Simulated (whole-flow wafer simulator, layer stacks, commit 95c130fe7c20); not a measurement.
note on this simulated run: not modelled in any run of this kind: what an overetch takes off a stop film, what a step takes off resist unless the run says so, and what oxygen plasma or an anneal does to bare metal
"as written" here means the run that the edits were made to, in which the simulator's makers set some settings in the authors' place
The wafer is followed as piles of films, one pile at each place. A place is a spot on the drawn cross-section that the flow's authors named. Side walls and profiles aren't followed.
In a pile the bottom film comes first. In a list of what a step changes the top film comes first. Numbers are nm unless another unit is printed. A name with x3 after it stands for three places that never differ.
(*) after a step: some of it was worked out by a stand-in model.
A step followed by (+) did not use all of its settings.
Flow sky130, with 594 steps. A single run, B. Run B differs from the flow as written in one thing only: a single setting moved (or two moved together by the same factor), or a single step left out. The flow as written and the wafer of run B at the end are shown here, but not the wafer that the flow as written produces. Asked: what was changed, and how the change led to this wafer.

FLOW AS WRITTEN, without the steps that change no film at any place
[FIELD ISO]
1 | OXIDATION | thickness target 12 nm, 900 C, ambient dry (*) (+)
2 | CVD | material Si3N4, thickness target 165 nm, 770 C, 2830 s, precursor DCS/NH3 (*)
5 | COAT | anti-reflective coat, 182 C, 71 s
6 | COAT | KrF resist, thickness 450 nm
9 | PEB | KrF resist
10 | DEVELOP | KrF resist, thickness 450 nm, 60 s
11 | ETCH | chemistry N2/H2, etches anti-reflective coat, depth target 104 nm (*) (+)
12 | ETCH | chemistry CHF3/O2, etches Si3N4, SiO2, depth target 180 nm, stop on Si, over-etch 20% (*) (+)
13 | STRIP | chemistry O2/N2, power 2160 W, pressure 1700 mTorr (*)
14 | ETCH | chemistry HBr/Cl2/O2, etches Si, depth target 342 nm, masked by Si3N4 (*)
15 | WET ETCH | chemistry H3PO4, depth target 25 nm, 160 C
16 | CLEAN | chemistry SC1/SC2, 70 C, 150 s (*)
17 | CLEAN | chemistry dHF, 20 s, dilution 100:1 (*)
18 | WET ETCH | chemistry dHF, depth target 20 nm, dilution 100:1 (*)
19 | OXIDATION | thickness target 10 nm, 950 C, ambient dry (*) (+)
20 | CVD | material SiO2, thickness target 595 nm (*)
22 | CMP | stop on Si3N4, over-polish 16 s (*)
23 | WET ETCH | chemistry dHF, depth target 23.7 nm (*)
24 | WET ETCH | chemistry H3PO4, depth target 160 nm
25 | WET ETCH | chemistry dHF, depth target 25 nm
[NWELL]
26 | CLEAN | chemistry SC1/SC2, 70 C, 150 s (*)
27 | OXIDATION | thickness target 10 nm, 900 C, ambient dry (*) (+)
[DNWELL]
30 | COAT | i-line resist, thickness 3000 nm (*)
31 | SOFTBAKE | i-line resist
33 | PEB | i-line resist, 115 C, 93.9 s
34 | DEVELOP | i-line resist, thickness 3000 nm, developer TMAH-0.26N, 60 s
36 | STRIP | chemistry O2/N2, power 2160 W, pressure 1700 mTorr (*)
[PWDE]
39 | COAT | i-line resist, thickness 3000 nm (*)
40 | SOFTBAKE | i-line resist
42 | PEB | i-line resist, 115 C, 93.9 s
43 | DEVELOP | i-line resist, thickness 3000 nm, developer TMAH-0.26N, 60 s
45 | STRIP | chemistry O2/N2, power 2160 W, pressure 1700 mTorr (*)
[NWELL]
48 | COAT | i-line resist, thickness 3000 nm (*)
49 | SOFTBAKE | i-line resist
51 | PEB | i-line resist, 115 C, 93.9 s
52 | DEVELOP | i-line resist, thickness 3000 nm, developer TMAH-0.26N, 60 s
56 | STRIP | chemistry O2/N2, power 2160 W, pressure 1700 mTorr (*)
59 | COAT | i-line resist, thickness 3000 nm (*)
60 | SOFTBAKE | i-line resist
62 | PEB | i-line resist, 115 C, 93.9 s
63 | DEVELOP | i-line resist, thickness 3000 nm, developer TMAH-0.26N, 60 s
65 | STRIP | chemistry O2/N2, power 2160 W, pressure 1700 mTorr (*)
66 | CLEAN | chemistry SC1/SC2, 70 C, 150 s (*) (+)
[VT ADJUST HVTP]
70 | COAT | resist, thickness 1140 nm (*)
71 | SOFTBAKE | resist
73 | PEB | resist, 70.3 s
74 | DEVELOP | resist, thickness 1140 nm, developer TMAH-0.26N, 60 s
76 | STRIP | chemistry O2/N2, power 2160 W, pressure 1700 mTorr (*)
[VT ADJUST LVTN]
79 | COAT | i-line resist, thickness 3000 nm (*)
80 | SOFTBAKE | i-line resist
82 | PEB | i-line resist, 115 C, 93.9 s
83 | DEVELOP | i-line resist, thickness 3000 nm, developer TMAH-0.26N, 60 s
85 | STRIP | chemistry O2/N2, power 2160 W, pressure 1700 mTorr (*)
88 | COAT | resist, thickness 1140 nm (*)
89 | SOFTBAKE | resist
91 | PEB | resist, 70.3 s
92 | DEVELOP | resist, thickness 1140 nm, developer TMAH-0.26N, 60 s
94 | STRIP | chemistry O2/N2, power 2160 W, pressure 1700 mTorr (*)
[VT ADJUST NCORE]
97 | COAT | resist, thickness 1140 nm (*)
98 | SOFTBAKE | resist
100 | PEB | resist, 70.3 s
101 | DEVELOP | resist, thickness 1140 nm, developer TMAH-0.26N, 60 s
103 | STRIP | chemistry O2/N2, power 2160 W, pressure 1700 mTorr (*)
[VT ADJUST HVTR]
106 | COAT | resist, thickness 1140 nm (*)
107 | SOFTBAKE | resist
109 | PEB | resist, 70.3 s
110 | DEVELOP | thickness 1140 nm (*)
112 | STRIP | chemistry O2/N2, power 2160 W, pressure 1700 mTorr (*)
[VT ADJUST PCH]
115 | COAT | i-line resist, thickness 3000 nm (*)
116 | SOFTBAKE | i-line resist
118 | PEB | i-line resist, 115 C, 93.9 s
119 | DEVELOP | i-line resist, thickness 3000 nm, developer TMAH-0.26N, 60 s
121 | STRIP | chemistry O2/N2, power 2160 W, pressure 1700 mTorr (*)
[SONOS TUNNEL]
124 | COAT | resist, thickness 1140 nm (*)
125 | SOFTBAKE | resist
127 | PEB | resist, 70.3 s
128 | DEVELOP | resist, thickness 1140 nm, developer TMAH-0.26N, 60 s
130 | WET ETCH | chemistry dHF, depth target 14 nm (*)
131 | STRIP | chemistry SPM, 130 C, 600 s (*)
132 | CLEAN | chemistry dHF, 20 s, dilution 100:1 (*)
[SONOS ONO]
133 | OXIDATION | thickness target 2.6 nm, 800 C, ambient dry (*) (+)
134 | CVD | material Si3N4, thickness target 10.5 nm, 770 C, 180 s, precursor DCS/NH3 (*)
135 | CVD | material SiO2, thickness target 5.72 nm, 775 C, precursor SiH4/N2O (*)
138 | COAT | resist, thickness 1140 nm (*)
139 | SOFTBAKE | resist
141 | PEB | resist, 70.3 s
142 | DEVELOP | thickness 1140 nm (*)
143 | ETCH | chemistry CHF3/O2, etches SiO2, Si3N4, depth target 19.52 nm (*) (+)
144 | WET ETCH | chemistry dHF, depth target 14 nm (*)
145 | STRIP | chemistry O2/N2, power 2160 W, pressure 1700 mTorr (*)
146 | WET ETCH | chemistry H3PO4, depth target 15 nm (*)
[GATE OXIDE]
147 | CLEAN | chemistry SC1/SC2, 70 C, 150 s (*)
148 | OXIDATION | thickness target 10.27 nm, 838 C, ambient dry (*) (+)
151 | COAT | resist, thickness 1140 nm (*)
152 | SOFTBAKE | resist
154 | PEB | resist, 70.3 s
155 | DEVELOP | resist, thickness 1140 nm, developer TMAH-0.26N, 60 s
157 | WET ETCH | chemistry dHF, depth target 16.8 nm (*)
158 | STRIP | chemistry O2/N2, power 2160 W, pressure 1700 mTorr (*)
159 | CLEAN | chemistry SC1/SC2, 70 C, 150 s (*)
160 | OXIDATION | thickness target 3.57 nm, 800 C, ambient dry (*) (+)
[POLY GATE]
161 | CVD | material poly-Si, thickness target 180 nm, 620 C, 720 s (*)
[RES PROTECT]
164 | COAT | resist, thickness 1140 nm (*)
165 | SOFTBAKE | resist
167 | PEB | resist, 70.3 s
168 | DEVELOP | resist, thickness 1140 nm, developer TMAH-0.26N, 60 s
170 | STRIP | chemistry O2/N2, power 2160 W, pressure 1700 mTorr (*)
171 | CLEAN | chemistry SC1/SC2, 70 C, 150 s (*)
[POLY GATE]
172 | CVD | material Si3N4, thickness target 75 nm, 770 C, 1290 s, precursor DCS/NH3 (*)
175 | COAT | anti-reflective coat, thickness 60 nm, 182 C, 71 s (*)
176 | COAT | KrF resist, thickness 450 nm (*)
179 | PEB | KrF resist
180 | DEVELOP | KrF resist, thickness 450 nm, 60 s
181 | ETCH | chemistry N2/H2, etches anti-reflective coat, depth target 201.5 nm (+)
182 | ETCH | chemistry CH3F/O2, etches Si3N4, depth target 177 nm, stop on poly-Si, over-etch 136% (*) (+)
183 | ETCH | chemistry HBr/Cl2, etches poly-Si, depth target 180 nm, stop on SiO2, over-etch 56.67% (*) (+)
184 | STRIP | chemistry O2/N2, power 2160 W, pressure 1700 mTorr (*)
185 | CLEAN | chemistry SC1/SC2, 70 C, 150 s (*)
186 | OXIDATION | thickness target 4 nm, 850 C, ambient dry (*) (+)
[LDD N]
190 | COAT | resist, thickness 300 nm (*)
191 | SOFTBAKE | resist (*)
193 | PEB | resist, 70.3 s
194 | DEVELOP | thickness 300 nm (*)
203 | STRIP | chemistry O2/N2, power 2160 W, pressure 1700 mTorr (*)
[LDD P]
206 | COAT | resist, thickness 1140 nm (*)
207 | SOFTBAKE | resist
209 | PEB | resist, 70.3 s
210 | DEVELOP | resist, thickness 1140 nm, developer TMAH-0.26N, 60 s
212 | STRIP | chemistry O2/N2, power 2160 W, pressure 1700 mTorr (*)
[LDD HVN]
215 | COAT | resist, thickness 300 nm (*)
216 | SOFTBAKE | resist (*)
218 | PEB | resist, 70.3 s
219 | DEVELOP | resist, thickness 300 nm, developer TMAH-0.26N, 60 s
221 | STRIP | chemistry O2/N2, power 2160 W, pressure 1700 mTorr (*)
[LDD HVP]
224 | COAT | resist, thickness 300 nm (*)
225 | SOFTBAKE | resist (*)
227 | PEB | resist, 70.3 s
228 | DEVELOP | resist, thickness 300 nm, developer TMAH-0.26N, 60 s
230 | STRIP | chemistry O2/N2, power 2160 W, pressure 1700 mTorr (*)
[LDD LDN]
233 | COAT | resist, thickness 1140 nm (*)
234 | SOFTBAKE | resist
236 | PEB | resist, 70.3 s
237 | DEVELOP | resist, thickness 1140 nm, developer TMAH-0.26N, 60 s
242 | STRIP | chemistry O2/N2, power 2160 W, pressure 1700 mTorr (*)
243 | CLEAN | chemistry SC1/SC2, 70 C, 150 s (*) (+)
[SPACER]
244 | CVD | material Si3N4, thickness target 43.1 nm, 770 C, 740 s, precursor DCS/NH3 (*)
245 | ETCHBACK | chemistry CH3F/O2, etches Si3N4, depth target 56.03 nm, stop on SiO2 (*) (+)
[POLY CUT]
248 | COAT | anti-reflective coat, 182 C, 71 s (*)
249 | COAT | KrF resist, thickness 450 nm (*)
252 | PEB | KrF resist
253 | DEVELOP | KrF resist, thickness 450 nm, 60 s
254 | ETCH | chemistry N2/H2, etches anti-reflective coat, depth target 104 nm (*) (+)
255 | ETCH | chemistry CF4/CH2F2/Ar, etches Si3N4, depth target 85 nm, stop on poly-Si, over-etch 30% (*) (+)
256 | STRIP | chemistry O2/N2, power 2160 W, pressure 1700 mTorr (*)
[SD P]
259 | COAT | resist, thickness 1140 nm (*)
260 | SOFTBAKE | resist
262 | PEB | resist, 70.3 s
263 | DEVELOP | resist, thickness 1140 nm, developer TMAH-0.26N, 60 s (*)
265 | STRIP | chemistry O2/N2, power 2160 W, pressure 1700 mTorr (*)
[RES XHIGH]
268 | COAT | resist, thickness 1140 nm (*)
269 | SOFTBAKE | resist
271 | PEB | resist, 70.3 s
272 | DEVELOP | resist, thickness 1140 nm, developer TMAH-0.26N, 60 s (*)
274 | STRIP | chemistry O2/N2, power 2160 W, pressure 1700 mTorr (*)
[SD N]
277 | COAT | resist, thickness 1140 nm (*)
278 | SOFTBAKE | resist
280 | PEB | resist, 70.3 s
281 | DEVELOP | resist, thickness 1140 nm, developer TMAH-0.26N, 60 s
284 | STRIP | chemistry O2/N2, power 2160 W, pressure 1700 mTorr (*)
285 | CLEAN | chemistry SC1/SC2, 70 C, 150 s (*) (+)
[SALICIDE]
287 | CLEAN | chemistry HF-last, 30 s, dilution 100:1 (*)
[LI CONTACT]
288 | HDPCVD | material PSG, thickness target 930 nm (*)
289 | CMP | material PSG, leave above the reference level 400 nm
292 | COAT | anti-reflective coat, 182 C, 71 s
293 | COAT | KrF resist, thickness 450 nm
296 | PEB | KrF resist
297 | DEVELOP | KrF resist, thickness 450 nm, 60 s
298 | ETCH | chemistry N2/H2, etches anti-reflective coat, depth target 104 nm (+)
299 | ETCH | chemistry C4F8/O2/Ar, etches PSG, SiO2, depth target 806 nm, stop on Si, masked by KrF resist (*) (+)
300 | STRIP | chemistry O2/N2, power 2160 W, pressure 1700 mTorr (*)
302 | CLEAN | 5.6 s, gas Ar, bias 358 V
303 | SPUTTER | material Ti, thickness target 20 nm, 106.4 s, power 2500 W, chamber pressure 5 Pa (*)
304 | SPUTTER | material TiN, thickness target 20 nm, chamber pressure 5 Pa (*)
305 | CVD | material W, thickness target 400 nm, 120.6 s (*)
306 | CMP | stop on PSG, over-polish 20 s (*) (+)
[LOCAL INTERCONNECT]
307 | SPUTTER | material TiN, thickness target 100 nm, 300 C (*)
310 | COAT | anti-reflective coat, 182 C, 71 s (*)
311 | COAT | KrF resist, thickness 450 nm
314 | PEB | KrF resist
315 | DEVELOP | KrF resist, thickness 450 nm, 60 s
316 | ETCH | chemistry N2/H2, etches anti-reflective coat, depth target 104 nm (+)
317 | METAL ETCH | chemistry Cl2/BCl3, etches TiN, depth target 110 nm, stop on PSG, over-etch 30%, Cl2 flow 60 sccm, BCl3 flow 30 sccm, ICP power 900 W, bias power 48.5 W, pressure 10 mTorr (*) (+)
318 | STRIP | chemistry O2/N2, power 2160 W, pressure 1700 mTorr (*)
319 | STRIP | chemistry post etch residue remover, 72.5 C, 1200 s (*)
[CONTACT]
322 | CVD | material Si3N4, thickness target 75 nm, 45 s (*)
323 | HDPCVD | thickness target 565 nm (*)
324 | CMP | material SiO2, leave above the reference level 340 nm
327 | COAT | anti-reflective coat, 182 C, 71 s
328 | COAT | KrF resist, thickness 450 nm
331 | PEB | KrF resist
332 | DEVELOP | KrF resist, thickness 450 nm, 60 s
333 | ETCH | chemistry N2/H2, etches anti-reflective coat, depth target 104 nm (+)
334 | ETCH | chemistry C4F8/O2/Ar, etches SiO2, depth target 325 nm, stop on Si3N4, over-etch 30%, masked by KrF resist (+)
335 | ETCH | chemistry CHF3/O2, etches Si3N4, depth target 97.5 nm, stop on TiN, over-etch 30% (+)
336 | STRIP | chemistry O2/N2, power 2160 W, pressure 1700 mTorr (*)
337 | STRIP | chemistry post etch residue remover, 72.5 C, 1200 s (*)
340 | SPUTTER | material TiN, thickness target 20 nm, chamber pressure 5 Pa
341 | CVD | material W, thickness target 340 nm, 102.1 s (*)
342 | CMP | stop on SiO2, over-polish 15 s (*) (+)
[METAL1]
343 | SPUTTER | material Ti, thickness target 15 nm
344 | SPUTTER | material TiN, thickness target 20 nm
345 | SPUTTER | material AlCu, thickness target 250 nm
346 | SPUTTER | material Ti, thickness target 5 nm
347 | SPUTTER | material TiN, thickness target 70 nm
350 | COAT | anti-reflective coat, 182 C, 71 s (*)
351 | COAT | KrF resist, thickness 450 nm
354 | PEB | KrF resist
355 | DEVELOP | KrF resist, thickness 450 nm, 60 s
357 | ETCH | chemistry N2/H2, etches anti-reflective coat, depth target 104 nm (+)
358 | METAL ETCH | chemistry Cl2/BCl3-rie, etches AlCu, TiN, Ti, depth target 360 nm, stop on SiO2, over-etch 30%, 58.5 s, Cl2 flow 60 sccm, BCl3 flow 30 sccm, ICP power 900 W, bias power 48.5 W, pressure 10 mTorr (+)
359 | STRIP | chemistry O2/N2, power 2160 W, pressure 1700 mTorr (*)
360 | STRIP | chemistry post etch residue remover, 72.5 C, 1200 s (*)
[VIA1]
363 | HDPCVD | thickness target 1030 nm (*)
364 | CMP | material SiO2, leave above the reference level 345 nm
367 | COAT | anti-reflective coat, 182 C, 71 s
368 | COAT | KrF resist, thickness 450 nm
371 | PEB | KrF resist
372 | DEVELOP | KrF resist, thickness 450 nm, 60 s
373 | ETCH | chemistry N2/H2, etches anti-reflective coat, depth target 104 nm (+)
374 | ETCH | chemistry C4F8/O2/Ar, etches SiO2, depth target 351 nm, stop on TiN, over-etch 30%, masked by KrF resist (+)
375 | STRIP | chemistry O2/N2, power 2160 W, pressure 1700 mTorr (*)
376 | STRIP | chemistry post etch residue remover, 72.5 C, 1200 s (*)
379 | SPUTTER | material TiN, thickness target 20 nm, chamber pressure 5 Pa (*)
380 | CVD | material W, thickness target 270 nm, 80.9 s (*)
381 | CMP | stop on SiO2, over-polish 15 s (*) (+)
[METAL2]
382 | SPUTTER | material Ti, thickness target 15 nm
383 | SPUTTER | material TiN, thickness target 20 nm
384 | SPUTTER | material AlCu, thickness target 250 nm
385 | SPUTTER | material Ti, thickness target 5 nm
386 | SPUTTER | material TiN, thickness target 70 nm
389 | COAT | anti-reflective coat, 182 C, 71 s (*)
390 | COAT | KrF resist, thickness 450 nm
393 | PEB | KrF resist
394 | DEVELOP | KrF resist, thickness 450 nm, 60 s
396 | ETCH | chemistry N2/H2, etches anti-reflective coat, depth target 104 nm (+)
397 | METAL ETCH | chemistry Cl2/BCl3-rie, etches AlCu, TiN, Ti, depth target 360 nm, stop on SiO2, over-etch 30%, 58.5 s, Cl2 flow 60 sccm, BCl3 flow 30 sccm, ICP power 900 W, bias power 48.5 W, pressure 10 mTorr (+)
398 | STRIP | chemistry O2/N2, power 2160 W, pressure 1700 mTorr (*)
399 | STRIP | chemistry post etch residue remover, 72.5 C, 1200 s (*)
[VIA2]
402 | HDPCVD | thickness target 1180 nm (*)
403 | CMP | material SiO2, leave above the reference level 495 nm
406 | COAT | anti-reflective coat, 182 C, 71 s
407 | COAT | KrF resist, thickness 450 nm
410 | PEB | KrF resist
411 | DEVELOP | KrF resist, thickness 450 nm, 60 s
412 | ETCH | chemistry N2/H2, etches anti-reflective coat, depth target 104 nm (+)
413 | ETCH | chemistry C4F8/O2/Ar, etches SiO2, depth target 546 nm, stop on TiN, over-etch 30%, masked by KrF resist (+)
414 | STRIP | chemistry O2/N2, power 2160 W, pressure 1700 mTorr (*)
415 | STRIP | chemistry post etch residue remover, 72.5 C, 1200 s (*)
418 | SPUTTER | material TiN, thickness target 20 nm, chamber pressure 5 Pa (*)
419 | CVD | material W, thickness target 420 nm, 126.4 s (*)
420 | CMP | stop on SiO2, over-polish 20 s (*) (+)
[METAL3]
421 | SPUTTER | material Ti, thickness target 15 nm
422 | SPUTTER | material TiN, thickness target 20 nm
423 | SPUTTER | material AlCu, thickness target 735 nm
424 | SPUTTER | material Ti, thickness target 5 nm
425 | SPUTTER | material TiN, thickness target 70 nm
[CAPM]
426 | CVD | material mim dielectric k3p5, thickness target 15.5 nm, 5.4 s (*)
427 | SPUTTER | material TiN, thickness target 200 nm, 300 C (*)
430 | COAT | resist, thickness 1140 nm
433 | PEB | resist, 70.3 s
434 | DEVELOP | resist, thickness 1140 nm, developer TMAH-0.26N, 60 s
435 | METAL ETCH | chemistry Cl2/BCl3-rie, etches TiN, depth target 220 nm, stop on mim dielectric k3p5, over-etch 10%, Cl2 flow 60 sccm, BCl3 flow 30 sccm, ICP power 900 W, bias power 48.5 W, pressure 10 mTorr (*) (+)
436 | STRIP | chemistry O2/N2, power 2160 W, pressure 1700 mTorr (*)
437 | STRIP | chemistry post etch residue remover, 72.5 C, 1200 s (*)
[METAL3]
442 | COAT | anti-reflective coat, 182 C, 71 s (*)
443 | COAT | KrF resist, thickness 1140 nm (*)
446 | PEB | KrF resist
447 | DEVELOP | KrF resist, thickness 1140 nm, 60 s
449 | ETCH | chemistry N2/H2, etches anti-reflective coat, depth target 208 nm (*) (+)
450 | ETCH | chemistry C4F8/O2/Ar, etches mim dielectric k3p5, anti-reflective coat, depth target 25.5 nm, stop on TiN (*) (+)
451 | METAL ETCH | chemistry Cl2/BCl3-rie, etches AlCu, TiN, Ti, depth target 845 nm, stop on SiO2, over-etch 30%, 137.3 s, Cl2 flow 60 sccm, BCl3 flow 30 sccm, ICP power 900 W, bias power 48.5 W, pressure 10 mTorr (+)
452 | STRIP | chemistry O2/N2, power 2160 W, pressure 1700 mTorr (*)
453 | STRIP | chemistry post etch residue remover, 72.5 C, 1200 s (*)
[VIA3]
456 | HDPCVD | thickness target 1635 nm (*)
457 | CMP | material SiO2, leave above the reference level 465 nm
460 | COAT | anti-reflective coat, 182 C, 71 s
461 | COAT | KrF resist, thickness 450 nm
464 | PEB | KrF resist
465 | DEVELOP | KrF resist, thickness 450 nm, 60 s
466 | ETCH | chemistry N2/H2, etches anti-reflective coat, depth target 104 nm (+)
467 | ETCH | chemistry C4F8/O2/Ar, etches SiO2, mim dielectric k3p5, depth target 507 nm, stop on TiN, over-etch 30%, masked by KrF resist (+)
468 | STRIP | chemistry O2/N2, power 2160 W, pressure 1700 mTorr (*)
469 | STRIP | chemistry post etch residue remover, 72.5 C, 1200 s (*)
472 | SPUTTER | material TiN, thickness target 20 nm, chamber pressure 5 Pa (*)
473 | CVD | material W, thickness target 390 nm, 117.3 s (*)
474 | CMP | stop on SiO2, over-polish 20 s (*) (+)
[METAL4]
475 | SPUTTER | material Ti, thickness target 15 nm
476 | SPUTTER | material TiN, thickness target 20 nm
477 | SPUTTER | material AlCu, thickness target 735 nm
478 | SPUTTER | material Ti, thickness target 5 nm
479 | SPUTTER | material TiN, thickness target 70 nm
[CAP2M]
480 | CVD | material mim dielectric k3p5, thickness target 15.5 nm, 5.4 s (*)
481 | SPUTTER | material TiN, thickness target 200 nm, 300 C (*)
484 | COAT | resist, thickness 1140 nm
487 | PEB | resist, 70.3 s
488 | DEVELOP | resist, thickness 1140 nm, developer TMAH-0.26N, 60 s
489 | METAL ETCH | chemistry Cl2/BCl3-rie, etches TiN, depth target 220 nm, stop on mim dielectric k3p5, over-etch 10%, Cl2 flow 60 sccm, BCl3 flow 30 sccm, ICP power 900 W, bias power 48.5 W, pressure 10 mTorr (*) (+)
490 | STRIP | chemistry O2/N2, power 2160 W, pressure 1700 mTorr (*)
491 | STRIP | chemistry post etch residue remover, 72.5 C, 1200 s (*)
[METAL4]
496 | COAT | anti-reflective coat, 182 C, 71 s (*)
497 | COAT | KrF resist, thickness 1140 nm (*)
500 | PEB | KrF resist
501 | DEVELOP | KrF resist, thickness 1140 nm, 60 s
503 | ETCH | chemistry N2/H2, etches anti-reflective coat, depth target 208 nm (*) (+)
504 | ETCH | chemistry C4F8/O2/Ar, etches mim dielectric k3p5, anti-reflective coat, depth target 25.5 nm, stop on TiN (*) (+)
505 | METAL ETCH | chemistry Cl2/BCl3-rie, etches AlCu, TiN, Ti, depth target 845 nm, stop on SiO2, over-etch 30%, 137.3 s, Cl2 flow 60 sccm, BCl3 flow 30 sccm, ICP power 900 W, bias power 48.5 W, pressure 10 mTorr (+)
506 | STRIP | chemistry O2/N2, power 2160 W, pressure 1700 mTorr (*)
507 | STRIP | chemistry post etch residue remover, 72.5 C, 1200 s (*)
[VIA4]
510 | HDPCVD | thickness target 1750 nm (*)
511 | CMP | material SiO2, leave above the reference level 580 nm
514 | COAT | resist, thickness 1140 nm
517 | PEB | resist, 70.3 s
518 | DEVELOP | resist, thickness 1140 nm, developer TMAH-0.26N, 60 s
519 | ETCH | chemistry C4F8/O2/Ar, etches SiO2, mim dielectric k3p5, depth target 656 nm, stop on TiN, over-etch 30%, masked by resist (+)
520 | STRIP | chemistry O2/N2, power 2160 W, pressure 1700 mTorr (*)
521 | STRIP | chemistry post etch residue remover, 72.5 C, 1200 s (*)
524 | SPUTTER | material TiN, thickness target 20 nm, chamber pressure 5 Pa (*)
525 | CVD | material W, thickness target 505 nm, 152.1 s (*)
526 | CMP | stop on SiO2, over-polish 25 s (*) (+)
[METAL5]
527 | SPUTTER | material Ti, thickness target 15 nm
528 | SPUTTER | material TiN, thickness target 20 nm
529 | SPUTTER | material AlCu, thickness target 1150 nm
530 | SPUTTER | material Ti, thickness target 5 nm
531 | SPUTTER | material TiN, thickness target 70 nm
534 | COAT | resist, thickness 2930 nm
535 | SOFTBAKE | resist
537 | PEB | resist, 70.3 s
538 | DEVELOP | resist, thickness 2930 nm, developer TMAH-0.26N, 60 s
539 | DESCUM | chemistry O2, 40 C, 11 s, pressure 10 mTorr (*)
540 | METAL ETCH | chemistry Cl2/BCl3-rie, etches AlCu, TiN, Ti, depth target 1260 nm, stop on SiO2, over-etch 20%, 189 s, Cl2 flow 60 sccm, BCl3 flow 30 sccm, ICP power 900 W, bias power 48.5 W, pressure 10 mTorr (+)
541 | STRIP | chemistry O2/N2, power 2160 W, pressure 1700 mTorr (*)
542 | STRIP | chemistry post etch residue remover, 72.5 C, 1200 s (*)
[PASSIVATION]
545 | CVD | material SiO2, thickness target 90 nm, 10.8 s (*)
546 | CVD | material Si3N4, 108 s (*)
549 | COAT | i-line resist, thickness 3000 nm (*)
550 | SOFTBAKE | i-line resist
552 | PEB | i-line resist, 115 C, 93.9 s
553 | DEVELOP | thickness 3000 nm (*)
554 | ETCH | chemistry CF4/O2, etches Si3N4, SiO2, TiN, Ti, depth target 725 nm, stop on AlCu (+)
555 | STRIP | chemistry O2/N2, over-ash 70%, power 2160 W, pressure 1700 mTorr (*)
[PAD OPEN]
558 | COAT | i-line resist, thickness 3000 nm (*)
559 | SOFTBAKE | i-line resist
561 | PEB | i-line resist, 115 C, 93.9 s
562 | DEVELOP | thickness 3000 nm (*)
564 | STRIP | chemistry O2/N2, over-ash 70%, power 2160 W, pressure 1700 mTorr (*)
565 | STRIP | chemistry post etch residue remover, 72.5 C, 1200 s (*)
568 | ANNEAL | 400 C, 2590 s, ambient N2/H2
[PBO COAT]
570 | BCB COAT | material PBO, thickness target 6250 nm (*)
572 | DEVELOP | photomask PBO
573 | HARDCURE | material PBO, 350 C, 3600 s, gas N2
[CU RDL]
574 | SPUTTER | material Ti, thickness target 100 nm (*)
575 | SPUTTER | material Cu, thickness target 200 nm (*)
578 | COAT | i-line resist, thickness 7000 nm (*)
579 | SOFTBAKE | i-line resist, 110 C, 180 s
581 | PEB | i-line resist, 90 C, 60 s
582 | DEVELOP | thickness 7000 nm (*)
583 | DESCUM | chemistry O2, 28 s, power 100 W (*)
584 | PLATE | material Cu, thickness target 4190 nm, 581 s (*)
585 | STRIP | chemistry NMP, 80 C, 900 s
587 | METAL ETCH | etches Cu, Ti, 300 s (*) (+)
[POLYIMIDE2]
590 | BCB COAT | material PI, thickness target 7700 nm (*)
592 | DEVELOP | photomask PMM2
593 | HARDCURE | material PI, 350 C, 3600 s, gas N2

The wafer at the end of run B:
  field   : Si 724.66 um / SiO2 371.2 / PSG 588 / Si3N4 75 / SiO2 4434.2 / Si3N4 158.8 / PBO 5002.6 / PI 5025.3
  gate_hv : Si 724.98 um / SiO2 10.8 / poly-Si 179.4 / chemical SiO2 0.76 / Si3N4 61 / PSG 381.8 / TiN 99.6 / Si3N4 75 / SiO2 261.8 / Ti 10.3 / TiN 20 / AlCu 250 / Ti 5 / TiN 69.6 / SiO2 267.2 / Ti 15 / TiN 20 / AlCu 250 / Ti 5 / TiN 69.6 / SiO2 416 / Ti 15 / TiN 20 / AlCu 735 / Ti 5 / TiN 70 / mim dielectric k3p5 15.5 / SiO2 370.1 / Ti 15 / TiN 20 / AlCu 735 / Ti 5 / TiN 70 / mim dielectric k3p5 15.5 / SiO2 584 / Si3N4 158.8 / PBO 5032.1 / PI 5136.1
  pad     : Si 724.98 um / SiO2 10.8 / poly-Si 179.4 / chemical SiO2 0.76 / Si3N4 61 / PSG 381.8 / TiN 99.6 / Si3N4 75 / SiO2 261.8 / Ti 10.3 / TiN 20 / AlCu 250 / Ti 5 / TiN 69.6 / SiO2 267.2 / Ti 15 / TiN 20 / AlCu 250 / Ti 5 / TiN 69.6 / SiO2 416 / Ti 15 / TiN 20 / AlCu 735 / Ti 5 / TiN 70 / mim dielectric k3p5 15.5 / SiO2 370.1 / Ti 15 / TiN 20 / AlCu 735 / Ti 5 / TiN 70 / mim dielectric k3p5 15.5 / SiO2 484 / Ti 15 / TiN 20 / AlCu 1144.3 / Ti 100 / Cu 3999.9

Cause: step 343, SPUTTER: thickness target 10.3 nm was run, though the flow has thickness target 15 nm.
The wafer itself shows it: gate_hv has Ti 10.3, and step 343 as written asks for 15 nm.

How this came from the change, step by step:
  343 | SPUTTER | material Ti, thickness target 15 nm
      field, active, n_well and 188 more: +10.3 Ti (new film) (in the flow as written it would be: +15 Ti (new film))
  358 | METAL ETCH | chemistry Cl2/BCl3-rie, etches AlCu, TiN, Ti, depth target 360 nm, stop on SiO2, over-etch 30%, 58.5 s, Cl2 flow 60 sccm, BCl3 flow 30 sccm, ICP power 900 W, bias power 48.5 W, pressure 10 mTorr (+)
      field, active, gate and 81 more: -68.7 TiN (all of it), -5 Ti (all of it), -250 AlCu (all of it), -20 TiN (all of it), -10.3 Ti (all of it), -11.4 SiO2 (in the flow as written it would be: -68.7 TiN (all of it), -5 Ti (all of it), -250 AlCu (all of it), -20 TiN (all of it), -15 Ti (all of it), -10.9 SiO2)
